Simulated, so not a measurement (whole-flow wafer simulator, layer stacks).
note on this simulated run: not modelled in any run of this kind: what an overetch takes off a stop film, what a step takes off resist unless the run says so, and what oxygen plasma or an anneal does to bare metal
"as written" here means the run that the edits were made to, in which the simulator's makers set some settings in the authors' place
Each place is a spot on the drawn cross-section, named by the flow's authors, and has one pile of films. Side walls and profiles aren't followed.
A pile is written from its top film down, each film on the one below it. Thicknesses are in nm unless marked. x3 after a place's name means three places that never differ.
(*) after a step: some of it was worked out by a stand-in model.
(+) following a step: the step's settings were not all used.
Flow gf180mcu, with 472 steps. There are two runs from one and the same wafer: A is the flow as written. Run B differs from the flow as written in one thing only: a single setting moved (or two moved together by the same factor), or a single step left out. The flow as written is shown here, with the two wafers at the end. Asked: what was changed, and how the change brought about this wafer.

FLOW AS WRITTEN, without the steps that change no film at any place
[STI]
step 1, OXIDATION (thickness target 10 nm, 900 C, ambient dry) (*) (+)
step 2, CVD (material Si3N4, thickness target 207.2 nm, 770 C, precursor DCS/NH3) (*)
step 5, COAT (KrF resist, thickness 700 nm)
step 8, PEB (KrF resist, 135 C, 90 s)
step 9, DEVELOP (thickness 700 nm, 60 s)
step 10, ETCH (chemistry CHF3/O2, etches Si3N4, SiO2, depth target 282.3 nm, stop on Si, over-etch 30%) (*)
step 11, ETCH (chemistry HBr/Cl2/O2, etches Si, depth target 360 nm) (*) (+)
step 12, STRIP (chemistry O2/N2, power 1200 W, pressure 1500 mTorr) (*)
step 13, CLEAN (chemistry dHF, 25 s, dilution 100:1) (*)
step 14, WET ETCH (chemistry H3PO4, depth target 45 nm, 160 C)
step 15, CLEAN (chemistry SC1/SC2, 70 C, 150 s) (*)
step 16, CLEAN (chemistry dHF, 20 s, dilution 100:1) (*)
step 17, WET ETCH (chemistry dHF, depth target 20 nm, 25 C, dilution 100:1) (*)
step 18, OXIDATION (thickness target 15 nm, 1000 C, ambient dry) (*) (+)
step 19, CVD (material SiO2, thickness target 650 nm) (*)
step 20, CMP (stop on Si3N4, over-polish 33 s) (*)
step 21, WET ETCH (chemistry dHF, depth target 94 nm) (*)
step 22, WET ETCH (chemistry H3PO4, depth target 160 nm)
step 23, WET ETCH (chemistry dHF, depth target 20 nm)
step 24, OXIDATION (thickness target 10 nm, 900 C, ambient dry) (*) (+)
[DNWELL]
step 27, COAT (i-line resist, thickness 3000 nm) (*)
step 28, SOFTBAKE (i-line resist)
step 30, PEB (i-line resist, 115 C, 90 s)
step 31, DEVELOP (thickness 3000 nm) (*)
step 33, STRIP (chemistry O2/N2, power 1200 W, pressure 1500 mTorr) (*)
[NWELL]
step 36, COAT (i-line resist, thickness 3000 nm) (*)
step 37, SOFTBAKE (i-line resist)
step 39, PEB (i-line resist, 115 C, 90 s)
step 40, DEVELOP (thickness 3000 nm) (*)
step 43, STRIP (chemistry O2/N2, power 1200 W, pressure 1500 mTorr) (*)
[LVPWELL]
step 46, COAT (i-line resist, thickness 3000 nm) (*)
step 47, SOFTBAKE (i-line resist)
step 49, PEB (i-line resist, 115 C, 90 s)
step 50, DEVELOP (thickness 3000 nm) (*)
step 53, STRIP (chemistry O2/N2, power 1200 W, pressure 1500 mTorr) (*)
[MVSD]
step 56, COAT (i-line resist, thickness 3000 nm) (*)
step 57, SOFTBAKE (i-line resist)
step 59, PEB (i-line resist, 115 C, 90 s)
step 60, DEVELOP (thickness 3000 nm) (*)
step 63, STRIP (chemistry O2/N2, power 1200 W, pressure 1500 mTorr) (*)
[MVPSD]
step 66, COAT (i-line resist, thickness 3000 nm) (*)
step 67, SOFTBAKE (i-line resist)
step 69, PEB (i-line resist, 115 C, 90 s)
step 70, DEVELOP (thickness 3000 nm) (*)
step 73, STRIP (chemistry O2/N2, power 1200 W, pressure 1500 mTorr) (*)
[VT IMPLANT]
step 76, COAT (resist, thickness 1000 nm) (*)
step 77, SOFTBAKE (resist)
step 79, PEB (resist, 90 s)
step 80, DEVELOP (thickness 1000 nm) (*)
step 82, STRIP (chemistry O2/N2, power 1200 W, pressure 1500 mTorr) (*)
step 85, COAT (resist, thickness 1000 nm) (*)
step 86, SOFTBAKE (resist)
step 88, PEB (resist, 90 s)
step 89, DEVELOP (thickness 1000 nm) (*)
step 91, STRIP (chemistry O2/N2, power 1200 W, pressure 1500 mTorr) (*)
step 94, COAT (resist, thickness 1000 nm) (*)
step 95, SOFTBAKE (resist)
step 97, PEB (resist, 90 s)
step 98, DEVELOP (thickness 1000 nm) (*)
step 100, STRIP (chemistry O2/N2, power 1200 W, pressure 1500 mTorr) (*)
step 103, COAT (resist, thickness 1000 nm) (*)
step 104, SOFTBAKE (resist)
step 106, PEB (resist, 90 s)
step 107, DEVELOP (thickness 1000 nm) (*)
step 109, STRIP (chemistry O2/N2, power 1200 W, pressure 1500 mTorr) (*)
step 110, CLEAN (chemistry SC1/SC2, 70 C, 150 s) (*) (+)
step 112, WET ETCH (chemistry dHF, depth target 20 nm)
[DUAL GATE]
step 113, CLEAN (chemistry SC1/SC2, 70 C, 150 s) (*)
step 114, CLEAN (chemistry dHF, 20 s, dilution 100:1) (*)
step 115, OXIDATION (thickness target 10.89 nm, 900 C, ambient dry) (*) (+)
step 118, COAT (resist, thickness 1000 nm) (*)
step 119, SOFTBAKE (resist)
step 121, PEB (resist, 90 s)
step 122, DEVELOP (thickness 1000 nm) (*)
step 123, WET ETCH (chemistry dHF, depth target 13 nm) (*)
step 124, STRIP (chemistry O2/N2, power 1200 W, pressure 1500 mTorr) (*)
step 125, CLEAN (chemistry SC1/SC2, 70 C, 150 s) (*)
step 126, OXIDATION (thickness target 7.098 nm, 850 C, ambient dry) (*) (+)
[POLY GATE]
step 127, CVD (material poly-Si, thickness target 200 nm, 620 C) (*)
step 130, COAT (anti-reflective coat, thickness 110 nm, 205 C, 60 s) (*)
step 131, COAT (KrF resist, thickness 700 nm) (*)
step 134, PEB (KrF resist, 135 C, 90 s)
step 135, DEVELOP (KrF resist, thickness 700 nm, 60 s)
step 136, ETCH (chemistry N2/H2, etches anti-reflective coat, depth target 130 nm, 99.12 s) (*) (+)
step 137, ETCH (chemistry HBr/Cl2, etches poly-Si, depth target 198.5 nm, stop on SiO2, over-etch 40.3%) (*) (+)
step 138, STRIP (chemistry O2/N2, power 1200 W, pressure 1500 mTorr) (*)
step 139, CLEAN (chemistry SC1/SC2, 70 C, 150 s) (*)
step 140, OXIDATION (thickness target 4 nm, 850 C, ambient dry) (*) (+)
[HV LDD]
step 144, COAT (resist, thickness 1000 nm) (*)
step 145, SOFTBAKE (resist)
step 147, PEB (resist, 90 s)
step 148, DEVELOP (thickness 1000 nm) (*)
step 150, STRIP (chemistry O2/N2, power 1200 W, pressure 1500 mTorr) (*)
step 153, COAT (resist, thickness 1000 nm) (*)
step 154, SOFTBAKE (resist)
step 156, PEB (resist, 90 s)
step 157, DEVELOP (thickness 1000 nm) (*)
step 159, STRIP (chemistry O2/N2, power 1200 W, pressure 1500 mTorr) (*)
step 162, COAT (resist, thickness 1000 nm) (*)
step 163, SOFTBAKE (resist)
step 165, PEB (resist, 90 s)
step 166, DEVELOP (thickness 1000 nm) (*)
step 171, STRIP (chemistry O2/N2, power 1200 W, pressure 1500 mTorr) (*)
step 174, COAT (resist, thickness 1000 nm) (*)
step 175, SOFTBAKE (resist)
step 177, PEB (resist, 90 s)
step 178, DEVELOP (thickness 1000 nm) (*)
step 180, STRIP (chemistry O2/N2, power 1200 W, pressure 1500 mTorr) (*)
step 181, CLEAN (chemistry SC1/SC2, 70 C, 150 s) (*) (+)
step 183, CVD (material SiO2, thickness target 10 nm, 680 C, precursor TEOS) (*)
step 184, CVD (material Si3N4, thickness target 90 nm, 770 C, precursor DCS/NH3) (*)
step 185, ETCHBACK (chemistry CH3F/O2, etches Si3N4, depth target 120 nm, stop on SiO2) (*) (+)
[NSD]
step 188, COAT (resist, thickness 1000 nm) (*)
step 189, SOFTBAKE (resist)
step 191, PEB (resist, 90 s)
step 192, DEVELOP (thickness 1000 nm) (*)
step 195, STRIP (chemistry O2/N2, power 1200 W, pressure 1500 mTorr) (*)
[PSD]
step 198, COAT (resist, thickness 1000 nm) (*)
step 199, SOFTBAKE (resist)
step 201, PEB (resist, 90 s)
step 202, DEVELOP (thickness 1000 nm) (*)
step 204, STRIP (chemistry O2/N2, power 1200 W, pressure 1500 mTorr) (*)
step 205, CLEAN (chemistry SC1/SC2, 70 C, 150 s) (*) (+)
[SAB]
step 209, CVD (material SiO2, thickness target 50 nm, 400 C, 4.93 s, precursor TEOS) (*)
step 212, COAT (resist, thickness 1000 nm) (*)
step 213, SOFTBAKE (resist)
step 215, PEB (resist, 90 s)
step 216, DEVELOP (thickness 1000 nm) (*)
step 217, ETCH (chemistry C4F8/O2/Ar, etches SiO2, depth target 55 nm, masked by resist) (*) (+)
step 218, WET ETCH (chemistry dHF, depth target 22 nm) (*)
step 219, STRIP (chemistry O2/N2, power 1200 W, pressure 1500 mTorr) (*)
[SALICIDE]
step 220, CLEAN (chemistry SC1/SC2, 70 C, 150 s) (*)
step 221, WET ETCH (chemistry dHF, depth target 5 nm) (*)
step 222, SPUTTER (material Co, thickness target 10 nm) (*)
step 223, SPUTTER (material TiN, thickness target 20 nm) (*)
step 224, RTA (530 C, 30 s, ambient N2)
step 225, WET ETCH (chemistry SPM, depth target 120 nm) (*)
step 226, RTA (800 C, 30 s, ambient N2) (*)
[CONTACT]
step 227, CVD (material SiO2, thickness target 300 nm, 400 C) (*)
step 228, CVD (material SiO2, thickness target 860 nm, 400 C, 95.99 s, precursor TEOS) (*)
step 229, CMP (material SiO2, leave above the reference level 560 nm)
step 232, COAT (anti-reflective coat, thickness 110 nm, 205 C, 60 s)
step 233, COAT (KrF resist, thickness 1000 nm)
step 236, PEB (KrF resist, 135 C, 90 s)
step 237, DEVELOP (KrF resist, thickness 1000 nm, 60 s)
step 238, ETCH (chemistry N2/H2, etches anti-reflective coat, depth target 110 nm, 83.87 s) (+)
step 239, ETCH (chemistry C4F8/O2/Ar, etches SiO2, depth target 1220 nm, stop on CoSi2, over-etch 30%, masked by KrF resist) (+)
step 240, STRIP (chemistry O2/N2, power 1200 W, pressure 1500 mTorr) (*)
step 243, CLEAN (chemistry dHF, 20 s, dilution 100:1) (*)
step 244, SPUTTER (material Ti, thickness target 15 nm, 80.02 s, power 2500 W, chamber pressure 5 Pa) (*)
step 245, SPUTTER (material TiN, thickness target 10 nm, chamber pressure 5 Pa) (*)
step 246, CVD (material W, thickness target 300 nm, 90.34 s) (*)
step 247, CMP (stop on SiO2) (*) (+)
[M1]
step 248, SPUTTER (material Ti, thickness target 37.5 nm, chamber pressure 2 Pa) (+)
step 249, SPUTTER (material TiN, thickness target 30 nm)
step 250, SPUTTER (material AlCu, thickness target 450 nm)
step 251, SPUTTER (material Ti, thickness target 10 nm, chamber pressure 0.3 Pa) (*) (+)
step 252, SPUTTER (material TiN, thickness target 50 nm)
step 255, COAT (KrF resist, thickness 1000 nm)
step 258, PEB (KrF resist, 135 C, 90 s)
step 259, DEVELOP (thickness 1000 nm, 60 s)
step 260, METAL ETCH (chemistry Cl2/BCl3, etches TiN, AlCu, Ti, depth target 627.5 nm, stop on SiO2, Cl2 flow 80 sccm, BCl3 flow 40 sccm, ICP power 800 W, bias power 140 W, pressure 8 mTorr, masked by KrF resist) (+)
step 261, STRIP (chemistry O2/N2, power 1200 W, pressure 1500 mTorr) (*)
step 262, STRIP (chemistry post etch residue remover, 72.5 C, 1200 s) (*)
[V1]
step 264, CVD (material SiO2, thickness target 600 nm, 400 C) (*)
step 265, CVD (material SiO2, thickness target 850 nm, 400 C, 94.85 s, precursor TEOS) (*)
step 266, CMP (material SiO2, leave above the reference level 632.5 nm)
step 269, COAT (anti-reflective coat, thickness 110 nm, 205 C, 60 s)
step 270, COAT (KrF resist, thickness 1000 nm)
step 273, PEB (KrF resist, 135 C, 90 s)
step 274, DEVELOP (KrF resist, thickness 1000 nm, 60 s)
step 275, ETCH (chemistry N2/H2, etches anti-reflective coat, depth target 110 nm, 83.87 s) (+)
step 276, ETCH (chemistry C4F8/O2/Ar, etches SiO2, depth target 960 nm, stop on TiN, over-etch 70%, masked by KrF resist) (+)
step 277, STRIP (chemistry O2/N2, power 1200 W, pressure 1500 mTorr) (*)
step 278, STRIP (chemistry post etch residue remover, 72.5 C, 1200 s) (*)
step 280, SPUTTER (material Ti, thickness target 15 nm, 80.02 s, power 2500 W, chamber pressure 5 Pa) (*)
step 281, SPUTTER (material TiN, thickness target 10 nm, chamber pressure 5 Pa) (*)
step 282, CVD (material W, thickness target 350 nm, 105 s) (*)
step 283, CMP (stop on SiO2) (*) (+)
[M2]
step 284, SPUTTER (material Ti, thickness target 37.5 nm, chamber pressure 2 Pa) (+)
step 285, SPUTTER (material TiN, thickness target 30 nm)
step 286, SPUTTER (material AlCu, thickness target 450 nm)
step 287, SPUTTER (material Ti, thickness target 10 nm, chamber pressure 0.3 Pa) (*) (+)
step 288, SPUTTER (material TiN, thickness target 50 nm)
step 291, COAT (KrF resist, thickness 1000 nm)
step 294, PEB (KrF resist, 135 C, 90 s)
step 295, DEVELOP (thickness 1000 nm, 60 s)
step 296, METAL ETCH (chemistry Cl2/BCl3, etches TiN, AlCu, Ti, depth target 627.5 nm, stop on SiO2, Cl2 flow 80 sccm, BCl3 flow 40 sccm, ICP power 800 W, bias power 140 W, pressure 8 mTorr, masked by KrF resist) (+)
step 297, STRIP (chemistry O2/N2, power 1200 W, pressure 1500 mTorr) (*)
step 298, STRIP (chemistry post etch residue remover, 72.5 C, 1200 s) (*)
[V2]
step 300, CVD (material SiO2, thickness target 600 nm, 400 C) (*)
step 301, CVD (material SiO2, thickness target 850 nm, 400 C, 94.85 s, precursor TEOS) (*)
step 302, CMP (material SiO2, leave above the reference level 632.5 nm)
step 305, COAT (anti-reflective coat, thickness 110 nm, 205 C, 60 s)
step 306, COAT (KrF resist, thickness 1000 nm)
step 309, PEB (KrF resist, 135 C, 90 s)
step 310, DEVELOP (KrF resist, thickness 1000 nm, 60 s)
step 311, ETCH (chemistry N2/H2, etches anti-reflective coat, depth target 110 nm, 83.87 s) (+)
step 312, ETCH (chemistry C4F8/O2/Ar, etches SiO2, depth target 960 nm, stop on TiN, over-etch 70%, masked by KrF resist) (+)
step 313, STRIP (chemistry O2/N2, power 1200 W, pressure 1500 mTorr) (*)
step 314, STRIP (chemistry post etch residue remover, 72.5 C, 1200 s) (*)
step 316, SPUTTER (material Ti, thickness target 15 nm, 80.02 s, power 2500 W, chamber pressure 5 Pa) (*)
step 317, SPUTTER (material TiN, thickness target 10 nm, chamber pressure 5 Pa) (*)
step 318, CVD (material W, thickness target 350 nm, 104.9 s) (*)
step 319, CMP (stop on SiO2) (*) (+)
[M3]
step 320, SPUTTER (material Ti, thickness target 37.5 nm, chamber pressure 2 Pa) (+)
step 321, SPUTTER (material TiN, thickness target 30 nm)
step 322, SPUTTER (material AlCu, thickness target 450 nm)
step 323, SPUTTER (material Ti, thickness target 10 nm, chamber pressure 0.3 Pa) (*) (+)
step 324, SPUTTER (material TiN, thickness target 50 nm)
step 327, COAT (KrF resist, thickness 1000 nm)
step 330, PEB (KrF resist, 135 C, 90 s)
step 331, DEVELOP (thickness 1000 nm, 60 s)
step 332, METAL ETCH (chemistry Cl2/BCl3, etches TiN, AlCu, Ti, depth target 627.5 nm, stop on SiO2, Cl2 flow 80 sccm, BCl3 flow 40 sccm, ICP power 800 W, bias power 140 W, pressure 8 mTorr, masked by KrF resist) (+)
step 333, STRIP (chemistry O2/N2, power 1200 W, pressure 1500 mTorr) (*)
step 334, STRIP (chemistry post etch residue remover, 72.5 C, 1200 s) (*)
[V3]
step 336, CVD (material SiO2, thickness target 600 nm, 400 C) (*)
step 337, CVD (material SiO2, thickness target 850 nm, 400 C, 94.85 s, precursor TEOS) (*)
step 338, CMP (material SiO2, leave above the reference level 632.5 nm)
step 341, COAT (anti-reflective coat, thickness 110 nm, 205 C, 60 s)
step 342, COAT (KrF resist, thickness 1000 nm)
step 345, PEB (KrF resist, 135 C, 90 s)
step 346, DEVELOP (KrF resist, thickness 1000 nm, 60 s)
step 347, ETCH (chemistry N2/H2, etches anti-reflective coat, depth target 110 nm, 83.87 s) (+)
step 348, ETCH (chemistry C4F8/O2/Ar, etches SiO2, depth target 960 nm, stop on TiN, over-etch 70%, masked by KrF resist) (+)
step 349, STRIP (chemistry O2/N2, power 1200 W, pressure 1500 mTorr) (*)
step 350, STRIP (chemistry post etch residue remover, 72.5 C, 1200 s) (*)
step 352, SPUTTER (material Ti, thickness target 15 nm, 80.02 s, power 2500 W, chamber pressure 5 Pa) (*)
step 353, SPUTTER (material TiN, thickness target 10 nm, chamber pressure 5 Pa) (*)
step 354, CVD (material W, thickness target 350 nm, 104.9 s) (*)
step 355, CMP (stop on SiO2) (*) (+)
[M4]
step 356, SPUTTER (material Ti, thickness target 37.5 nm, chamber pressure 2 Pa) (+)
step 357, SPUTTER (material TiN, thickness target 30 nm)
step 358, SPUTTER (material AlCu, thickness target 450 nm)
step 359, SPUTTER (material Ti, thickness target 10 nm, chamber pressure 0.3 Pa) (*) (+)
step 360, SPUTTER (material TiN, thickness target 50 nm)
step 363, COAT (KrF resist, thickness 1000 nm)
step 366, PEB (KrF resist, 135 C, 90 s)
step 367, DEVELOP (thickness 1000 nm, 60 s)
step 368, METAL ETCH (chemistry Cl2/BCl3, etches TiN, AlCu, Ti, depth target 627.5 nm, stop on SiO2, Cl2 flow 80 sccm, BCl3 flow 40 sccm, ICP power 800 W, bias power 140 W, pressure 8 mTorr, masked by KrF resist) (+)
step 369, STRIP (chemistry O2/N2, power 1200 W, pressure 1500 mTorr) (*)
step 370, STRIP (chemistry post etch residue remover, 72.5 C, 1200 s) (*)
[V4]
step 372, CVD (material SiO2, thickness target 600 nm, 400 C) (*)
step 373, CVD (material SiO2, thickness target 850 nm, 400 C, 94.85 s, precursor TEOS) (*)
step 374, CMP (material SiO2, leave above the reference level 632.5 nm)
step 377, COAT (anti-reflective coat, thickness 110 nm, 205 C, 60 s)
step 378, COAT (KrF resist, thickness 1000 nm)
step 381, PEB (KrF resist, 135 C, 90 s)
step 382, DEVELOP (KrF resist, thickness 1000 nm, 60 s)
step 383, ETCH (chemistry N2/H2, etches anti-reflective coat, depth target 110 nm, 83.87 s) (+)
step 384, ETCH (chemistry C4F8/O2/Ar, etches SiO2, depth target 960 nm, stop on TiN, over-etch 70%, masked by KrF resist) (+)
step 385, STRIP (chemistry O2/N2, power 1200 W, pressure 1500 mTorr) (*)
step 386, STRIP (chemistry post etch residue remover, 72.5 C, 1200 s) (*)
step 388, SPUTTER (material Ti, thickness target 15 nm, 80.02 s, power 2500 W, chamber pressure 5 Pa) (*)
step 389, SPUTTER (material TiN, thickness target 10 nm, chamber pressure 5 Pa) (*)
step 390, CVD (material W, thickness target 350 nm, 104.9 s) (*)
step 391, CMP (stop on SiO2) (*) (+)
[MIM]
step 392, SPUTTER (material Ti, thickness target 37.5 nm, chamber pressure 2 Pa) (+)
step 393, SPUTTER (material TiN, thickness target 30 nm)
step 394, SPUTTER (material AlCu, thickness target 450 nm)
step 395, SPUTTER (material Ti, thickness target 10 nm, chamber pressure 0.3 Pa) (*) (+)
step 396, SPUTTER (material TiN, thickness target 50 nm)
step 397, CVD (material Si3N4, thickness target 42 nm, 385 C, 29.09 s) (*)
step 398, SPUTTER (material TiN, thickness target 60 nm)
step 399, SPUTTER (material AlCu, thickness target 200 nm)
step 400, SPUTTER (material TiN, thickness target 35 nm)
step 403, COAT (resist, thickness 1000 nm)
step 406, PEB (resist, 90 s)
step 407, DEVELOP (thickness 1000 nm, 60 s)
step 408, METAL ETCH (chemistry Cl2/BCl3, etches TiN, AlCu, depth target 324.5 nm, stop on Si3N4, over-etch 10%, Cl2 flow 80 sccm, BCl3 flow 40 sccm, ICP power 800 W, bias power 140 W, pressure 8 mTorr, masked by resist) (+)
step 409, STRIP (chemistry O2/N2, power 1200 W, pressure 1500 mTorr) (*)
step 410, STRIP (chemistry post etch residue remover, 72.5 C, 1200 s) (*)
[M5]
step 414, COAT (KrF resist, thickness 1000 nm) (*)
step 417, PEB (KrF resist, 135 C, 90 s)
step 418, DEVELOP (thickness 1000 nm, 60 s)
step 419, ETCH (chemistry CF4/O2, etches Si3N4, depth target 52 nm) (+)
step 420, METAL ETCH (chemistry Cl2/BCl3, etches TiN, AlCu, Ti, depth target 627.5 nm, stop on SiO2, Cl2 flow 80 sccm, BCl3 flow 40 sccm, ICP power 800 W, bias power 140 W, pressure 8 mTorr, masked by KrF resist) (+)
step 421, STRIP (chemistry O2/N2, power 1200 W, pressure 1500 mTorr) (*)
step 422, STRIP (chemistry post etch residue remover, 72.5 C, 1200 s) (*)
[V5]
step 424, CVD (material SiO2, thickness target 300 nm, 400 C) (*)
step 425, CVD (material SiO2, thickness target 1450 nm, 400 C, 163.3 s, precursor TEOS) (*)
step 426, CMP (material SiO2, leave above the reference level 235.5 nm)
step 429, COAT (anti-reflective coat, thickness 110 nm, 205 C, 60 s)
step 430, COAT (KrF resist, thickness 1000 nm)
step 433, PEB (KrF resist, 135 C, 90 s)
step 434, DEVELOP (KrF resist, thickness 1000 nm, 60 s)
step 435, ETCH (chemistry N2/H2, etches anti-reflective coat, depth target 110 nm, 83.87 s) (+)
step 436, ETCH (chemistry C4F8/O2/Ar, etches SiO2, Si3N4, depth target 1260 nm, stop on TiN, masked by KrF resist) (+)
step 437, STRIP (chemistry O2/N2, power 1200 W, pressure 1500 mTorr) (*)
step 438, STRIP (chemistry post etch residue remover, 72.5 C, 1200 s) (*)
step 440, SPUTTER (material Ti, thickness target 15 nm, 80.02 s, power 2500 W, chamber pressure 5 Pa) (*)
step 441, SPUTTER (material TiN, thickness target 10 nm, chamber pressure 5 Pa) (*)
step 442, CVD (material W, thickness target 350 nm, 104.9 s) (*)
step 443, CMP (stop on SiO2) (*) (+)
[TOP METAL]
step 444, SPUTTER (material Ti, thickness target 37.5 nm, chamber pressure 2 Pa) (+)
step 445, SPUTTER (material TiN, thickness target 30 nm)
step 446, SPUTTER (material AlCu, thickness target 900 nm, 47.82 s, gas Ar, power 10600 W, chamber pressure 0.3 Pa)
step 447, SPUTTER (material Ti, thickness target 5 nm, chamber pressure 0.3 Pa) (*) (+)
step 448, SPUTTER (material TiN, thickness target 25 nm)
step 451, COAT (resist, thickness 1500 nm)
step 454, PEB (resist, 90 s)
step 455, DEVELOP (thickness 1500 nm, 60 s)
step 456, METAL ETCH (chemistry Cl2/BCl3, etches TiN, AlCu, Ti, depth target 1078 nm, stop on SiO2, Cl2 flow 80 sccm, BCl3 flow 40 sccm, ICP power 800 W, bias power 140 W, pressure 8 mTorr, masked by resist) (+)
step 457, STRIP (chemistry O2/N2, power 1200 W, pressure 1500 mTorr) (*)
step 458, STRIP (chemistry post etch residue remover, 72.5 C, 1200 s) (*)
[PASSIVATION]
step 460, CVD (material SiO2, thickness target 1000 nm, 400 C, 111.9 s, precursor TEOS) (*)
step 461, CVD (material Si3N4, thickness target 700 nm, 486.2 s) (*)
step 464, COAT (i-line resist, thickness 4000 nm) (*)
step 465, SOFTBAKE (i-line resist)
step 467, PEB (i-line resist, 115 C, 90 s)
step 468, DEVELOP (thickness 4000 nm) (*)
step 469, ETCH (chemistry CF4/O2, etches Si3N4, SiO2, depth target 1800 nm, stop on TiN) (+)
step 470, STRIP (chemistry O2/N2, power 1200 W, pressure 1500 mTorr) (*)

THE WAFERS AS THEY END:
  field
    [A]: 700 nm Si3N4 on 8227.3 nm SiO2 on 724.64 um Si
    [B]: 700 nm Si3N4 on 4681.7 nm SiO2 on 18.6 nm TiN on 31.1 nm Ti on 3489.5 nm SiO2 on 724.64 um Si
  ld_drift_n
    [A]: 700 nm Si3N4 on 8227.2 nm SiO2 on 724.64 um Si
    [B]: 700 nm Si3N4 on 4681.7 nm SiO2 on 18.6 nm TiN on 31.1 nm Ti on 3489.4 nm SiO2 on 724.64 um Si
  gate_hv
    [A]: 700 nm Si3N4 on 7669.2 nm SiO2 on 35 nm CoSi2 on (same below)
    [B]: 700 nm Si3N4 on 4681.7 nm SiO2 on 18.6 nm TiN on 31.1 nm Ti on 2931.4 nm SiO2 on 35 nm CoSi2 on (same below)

Cause: step 320, SPUTTER: thickness target 31.1 nm was run, though the flow has thickness target 37.5 nm; step 332, METAL ETCH: depth target 521 nm was run, where the flow has depth target 627.5 nm.

How this came from the change, step by step:
  step 320, SPUTTER (material Ti, thickness target 37.5 nm, chamber pressure 2 Pa) (+)
      field, field__w1, field__w2 and 108 more: A +37.5 Ti (new film) | B +31.1 Ti (new film)
  step 332, METAL ETCH (chemistry Cl2/BCl3, etches TiN, AlCu, Ti, depth target 627.5 nm, stop on SiO2, Cl2 flow 80 sccm, BCl3 flow 40 sccm, ICP power 800 W, bias power 140 W, pressure 8 mTorr, masked by KrF resist) (+)
      field, field__w1, field__w2 and 103 more: A -50 TiN (all of it), -10 Ti (all of it), -450 AlCu (all of it), -30 TiN (all of it), -37.5 Ti (all of it) | B -50 TiN (all of it), -10 Ti (all of it), -450 AlCu (all of it), -11 TiN
      field__w8, contact, m1, m1__w1, m1_nw: A -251 KrF resist | B -208.4 KrF resist
  step 333, STRIP (chemistry O2/N2, power 1200 W, pressure 1500 mTorr) (*)
      field__w8, contact, m1, m1__w1, m1_nw: A -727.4 KrF resist (all of it) | B -770 KrF resist (all of it)
  step 336, CVD (material SiO2, thickness target 600 nm, 400 C) (*)
      field, field__w1, field__w2 and 103 more: A +600 SiO2 | B +600 SiO2 (new film)
  step 338, CMP (material SiO2, leave above the reference level 632.5 nm)
      field, field__w1, field__w2 and 103 more: A -300 SiO2 | B -356.1 SiO2
If metal films that touch count as one body, field has 1 body; the flow as written gives 0 bodies.
If metal films that touch count as one body, ld_drift_n has 1 body; the flow as written gives 0 bodies.
If metal films that touch count as one body, gate_hv has 2 bodies (between them, from the top down: SiO2 2931.4); the flow as written gives 1 body.
